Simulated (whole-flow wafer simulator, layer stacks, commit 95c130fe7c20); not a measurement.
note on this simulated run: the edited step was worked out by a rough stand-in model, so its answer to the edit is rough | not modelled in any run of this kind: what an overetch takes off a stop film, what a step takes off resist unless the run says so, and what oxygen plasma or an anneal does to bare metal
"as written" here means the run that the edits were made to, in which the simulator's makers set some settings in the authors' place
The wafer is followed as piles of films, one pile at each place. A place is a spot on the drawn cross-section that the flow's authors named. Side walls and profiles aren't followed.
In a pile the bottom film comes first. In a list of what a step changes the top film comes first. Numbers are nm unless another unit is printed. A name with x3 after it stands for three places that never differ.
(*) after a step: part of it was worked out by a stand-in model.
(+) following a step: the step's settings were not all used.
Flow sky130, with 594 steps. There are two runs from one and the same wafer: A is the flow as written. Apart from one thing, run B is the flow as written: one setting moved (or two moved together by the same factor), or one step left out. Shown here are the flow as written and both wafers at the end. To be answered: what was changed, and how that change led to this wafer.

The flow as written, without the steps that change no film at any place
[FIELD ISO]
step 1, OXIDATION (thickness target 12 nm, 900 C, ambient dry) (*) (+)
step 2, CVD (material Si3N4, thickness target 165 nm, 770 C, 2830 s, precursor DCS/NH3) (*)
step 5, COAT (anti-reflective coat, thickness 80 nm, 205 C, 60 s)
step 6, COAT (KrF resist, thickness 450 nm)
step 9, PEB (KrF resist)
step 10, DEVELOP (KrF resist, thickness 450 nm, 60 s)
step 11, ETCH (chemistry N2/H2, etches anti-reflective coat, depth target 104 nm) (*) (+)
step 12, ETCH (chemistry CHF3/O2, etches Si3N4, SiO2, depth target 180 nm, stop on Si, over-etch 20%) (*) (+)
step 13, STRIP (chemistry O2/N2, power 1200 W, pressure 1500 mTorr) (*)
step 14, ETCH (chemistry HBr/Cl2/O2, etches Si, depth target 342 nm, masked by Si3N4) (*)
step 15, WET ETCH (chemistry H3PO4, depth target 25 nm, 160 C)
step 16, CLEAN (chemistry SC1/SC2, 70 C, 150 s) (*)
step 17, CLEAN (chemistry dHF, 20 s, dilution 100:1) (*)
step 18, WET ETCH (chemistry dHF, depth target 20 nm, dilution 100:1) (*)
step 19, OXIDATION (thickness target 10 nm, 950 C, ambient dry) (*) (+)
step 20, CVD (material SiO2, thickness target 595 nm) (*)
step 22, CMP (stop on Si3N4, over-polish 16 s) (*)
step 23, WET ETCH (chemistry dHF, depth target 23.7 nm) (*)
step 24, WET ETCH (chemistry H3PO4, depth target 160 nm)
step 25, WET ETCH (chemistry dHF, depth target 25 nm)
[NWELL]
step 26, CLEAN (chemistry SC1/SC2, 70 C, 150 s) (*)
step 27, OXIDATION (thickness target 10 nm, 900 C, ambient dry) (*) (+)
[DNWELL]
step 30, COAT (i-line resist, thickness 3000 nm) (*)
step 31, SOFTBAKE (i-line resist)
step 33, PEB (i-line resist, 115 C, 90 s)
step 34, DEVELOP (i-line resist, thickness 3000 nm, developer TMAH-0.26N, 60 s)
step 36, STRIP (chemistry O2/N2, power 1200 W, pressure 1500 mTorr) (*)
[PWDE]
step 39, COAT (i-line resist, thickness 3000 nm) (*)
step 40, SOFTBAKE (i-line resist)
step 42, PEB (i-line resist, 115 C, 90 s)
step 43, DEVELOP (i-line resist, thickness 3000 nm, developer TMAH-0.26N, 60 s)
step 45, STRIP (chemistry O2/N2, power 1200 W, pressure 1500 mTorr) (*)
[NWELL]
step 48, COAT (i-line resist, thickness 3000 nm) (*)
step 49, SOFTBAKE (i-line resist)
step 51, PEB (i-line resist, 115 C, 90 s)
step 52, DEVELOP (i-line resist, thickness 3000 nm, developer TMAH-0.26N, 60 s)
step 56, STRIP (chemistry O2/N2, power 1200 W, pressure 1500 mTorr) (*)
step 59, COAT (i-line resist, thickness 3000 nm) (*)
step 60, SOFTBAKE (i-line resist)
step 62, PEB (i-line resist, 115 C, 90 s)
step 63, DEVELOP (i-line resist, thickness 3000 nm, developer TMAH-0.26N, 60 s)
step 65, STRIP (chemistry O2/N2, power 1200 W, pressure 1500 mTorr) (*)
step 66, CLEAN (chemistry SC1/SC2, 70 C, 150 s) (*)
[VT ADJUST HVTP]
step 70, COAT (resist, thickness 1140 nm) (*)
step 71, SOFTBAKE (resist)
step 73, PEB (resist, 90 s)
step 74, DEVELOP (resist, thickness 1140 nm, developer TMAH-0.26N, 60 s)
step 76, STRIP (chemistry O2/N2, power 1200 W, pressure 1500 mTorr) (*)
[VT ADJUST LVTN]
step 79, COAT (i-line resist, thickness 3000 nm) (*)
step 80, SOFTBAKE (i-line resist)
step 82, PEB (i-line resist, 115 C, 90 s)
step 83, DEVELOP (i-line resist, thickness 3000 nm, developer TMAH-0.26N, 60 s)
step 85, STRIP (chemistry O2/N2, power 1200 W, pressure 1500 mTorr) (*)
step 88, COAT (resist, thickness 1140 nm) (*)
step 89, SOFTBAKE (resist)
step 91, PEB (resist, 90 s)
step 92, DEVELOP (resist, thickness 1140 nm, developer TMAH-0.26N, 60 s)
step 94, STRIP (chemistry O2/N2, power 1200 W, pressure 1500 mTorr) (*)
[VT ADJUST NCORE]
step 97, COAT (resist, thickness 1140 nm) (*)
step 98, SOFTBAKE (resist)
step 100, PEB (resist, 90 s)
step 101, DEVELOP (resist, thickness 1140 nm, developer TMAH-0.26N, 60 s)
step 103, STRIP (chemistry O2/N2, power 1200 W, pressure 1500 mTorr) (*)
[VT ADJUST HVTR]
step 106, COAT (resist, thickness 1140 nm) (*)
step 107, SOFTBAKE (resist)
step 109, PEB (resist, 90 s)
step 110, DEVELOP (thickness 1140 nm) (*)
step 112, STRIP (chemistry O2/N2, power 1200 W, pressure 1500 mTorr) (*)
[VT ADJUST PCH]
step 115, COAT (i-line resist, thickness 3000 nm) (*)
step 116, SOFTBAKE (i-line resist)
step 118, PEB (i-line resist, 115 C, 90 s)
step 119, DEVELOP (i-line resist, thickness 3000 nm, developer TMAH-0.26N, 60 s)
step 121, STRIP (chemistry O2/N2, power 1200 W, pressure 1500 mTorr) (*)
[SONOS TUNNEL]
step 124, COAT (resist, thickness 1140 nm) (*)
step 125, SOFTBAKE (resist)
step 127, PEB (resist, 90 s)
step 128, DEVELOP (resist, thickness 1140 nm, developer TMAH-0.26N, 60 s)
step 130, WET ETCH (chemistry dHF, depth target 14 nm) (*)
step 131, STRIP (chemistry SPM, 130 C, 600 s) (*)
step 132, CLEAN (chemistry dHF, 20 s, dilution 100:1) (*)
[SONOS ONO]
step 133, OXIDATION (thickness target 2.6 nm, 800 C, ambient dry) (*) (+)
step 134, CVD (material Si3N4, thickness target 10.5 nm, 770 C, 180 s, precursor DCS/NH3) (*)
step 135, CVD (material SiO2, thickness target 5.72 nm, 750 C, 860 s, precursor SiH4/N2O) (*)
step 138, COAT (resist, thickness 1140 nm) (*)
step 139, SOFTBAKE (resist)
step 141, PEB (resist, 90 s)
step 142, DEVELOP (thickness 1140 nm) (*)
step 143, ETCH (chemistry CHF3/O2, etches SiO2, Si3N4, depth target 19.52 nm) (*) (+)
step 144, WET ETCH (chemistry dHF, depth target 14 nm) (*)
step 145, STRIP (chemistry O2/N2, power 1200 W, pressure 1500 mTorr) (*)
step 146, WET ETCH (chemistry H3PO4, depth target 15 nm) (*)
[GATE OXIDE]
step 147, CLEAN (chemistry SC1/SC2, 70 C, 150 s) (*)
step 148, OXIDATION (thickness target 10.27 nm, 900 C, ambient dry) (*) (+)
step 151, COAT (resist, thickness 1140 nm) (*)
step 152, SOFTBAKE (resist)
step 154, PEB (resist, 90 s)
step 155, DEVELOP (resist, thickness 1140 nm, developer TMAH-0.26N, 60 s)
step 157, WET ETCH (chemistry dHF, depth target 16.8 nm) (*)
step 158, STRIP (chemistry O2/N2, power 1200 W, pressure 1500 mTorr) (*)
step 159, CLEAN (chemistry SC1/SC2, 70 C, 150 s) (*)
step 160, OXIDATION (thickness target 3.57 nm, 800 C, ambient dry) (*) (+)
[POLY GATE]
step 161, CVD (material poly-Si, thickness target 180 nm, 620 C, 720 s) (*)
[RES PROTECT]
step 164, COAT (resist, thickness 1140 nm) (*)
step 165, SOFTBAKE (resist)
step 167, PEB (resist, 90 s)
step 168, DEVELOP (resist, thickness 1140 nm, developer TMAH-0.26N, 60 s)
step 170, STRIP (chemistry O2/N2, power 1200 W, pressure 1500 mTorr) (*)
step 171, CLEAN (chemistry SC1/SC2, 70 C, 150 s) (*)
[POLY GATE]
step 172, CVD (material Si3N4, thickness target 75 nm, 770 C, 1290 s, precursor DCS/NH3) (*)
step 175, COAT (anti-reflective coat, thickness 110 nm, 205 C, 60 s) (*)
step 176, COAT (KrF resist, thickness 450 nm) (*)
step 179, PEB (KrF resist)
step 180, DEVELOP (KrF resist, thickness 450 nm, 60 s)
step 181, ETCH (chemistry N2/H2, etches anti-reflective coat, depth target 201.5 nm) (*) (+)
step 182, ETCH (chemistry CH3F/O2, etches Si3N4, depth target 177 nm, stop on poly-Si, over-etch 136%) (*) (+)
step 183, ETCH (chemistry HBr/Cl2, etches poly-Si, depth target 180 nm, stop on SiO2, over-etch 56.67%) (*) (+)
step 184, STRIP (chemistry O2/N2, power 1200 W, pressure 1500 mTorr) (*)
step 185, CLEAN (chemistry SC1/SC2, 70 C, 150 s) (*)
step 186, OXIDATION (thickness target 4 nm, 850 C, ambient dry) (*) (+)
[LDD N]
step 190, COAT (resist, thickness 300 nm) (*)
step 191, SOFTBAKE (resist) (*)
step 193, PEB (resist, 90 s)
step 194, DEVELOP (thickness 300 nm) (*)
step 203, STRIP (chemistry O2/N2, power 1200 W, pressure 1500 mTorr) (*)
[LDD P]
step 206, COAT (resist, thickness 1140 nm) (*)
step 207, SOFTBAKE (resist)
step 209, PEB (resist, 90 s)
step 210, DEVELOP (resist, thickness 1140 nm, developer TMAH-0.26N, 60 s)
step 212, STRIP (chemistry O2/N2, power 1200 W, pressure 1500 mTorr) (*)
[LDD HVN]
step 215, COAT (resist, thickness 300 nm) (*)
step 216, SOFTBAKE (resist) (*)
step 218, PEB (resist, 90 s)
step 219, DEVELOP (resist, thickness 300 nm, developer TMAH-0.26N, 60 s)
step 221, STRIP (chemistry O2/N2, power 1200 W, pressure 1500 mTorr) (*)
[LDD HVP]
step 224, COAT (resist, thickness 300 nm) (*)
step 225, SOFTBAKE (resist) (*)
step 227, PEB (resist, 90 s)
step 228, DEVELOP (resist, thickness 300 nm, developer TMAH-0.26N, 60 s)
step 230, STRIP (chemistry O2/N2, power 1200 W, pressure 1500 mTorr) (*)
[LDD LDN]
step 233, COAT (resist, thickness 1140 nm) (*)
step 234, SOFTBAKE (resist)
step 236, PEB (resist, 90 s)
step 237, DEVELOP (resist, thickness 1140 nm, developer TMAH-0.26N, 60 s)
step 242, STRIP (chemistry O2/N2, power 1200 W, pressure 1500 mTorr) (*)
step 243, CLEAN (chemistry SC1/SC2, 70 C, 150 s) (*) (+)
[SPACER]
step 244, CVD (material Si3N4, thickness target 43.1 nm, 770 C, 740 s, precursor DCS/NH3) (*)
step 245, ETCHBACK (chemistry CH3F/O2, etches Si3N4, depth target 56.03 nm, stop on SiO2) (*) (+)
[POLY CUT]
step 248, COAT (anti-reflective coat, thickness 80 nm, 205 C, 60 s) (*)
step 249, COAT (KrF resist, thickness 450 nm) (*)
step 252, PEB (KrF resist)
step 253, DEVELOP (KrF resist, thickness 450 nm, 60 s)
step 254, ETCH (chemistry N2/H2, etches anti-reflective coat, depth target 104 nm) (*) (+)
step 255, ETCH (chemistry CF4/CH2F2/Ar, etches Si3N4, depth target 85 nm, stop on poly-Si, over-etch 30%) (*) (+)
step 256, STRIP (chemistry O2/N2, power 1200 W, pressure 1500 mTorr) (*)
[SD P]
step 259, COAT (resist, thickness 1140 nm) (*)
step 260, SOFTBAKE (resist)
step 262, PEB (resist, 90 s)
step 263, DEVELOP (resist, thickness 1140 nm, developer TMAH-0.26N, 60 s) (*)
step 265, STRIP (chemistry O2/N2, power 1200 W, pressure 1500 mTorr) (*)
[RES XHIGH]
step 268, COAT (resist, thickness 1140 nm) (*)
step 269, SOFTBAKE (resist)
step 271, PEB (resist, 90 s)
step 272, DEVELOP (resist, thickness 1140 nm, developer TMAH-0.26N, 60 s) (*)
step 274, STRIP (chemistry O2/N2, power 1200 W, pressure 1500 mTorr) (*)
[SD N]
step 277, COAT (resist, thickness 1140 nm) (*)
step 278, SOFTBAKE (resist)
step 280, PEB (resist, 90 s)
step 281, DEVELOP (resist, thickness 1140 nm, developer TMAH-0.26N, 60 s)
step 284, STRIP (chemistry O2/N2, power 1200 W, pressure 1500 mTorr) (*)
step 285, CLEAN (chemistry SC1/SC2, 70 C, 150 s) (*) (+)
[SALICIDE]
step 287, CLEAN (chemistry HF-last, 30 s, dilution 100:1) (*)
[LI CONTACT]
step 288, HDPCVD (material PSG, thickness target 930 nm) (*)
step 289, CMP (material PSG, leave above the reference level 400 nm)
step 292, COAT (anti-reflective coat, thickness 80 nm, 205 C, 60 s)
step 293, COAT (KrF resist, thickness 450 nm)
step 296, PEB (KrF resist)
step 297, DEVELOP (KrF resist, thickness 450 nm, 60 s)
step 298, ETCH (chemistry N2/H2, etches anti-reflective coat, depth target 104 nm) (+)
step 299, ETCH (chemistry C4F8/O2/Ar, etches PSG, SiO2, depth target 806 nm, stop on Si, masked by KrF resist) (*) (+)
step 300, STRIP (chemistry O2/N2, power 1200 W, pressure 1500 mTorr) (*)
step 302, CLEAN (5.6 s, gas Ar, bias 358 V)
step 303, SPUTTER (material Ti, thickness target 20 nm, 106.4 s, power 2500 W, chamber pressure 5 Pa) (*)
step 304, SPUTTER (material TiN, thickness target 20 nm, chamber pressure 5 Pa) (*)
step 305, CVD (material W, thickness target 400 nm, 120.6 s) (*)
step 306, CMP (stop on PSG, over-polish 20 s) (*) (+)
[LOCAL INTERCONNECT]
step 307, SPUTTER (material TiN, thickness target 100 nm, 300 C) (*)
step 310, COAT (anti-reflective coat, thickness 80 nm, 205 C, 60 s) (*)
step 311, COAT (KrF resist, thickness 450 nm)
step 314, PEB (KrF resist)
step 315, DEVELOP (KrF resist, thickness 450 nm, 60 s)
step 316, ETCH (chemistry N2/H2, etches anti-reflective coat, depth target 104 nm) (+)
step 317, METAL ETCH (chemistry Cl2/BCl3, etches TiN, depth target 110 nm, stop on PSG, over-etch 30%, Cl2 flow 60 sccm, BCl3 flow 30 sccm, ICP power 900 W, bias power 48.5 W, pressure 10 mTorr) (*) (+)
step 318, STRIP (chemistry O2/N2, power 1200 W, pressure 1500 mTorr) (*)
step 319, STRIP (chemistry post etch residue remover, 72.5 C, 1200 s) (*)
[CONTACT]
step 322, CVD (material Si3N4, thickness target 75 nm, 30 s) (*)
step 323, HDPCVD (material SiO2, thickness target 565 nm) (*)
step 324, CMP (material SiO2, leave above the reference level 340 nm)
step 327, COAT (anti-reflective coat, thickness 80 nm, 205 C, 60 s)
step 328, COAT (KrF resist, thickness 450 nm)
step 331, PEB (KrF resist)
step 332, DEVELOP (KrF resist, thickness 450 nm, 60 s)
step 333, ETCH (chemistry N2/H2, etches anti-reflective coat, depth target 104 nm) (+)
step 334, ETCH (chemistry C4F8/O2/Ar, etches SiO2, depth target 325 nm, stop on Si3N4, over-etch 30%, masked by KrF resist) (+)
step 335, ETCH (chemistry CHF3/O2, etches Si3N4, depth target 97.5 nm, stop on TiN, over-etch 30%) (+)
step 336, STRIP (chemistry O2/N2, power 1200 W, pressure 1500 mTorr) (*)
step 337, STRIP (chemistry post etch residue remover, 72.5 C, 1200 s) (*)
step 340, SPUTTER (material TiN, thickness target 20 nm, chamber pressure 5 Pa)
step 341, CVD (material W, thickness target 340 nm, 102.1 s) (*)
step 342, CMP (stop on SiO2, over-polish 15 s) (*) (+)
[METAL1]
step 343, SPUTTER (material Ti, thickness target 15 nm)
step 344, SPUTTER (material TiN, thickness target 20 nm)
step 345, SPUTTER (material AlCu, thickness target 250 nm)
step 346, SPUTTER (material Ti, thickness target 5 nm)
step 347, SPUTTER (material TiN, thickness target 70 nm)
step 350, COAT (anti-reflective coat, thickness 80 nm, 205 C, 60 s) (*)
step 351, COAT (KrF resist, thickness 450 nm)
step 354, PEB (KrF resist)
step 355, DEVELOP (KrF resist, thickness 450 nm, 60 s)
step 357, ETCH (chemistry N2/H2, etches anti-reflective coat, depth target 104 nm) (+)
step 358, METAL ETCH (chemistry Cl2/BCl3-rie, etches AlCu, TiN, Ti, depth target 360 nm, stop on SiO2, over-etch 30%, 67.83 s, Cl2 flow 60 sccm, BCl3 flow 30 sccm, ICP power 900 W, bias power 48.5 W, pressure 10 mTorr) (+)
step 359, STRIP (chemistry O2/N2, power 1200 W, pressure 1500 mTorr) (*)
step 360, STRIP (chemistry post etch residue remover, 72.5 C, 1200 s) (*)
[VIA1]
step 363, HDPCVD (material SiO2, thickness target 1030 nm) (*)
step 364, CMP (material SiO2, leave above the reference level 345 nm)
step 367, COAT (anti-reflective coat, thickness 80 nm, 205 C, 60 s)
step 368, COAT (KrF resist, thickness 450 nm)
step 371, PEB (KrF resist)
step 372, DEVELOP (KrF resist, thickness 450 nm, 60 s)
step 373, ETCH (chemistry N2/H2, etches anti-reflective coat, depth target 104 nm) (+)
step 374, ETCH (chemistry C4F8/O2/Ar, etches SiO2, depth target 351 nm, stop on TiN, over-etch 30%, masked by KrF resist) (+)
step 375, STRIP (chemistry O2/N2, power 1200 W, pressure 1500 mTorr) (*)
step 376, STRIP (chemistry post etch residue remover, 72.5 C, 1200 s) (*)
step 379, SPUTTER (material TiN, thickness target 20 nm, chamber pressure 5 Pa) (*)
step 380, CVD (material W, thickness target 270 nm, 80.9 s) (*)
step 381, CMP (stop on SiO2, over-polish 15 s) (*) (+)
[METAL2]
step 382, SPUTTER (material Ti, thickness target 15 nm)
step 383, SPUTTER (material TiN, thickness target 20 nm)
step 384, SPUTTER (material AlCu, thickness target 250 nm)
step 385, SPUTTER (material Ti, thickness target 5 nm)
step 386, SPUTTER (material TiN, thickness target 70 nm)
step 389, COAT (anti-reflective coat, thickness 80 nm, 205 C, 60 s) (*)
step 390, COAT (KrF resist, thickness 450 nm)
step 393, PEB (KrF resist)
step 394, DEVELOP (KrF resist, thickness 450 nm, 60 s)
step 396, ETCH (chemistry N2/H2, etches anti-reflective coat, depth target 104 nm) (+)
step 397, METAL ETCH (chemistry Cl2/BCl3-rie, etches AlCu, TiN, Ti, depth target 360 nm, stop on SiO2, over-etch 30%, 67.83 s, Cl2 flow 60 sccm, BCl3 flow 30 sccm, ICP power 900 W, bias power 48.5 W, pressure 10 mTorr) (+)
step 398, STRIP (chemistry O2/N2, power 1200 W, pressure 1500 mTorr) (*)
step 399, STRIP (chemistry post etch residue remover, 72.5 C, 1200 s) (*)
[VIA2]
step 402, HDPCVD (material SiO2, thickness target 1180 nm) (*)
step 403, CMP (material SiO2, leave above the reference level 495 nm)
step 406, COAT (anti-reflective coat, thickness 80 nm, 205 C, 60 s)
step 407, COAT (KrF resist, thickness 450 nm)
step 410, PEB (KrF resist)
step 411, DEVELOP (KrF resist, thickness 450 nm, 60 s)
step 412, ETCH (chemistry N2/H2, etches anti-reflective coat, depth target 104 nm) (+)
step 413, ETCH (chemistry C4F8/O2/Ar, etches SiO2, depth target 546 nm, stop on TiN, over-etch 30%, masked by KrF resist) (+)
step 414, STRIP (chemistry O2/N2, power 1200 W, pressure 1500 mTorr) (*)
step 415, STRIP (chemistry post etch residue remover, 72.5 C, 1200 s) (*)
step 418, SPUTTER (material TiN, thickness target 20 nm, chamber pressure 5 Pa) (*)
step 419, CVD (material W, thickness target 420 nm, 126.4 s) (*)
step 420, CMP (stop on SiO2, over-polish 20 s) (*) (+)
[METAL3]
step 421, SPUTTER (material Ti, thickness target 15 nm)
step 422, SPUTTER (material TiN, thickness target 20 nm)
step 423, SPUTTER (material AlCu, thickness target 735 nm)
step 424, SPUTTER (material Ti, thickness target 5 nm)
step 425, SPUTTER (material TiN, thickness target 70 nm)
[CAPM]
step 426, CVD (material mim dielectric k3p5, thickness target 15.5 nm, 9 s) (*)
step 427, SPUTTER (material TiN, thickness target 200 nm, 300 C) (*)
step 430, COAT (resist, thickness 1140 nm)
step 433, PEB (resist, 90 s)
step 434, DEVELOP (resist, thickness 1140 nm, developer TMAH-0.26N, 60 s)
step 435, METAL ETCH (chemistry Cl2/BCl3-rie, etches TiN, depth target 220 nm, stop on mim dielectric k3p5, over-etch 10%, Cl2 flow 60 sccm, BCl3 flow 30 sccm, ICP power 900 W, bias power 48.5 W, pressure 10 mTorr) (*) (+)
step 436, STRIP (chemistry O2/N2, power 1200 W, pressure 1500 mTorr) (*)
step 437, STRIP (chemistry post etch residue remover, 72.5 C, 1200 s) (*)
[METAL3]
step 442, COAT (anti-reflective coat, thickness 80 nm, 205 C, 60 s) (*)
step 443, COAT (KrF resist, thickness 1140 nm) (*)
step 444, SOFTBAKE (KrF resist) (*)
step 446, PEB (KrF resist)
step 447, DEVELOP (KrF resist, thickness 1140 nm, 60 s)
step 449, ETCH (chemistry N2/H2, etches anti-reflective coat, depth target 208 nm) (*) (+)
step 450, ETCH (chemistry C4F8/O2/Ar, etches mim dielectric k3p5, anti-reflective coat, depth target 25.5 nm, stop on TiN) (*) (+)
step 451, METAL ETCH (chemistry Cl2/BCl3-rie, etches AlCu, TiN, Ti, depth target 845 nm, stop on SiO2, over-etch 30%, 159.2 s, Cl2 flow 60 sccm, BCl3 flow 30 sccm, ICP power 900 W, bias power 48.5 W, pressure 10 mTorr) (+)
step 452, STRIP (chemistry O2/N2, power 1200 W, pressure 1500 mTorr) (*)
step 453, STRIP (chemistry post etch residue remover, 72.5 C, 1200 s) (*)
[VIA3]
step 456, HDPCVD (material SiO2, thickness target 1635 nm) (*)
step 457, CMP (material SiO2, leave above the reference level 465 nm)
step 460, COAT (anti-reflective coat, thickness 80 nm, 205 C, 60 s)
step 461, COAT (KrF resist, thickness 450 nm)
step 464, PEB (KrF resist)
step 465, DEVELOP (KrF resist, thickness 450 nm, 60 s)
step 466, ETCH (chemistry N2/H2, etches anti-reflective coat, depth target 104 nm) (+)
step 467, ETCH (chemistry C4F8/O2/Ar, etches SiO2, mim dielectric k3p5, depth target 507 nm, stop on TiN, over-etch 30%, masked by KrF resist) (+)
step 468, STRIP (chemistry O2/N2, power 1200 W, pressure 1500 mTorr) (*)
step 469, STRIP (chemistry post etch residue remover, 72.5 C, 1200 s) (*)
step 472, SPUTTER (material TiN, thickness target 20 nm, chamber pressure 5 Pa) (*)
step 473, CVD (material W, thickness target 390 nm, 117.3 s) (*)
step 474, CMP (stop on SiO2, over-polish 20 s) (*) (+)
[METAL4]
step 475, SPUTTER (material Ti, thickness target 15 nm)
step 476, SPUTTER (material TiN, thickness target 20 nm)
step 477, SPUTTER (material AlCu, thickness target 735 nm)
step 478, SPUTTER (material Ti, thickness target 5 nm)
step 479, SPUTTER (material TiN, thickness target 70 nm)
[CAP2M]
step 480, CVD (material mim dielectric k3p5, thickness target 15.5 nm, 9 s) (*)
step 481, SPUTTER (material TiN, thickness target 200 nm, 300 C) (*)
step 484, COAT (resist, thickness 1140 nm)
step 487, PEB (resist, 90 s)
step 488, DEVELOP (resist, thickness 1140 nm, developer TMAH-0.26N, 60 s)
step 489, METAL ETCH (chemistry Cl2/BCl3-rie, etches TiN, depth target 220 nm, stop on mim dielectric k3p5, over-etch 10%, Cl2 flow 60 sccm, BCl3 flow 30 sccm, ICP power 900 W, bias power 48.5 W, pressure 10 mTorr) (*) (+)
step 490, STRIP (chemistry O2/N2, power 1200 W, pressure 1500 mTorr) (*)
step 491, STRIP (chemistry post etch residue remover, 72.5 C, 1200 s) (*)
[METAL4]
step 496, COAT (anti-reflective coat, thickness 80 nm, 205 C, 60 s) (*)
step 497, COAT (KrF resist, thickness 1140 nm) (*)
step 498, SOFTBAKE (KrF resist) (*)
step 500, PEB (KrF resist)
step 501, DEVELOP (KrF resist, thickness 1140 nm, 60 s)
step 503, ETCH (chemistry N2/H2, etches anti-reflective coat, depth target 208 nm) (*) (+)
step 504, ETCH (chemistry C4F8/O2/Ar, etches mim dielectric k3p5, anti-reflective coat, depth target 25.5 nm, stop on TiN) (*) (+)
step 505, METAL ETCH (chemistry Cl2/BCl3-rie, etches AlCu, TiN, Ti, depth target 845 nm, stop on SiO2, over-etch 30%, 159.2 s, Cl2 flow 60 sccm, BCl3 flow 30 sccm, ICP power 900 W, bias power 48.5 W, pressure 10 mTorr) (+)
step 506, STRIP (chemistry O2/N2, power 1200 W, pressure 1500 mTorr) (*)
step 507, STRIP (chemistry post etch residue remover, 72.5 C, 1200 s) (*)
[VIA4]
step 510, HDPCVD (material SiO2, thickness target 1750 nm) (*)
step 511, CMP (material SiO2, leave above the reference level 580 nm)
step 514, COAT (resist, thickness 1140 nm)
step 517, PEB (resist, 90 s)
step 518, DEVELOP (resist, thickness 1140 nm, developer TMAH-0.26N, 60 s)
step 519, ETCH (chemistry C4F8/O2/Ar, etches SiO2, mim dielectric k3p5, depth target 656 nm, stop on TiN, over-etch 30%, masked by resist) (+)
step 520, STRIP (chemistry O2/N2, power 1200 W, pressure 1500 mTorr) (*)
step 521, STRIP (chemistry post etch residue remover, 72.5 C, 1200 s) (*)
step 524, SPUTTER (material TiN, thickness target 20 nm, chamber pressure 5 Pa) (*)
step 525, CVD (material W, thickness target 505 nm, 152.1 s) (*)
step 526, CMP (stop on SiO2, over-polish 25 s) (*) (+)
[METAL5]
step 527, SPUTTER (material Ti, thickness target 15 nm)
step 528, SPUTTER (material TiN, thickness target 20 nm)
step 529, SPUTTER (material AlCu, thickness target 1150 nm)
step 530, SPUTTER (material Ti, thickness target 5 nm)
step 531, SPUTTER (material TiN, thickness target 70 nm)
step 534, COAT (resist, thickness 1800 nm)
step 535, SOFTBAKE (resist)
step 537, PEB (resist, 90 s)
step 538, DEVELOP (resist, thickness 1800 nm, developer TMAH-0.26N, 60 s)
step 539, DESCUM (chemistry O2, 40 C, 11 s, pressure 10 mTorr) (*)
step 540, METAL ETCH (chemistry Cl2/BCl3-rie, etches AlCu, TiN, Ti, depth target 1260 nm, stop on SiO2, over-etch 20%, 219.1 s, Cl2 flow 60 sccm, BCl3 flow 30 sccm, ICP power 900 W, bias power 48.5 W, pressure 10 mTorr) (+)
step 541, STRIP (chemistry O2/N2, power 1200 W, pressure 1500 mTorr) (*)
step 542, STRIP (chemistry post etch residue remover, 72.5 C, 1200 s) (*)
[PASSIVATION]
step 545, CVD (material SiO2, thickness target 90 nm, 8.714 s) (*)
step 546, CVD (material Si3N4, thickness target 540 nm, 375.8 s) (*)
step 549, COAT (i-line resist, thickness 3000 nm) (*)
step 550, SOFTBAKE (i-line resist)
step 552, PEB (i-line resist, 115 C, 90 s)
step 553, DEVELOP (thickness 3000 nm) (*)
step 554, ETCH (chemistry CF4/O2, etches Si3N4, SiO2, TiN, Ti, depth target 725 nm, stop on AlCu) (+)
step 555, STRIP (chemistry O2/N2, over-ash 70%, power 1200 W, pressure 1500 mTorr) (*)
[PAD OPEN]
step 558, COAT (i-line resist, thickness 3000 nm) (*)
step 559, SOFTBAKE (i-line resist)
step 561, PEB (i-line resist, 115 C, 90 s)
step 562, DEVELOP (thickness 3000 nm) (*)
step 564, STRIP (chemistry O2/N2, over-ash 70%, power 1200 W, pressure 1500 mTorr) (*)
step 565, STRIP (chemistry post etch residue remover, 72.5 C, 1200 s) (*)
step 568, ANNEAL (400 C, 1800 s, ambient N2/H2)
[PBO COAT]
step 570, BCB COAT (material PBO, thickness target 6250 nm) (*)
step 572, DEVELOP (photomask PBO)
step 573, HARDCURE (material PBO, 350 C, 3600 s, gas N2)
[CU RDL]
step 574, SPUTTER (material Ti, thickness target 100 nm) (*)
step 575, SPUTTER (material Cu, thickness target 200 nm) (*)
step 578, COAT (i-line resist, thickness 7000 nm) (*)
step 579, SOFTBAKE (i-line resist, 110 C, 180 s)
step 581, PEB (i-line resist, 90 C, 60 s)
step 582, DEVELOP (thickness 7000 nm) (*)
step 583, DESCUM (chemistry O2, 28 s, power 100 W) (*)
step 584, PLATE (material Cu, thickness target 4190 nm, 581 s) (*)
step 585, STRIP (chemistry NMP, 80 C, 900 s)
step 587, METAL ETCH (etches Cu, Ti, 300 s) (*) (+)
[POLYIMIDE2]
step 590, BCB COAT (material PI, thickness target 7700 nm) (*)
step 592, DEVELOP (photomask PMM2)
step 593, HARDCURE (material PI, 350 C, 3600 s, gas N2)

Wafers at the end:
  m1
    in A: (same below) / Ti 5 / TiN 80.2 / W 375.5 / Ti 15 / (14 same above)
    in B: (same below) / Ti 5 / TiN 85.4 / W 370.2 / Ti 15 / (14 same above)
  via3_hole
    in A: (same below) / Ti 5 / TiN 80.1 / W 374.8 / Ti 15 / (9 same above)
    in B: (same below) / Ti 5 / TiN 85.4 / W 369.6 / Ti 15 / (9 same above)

The reason: step 472, SPUTTER: thickness target 30 nm was run, whereas the flow has thickness target 20 nm.

How this came from the change, step by step:
  step 472, SPUTTER (material TiN, thickness target 20 nm, chamber pressure 5 Pa) (*)
      field, active, n_well and 187 more: A +20 TiN (new film) | B +30 TiN (new film)
      m1, via3_hole: A +10.6 TiN | B +15.8 TiN
  step 474, CMP (stop on SiO2, over-polish 20 s) (*) (+)
      field, active, n_well and 187 more: A -390 W (all of it), -20 TiN (all of it), -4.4 SiO2 | B -390 W (all of it), -30 TiN (all of it), -4.4 SiO2
      m1, via3_hole: A -415 W | B -425 W
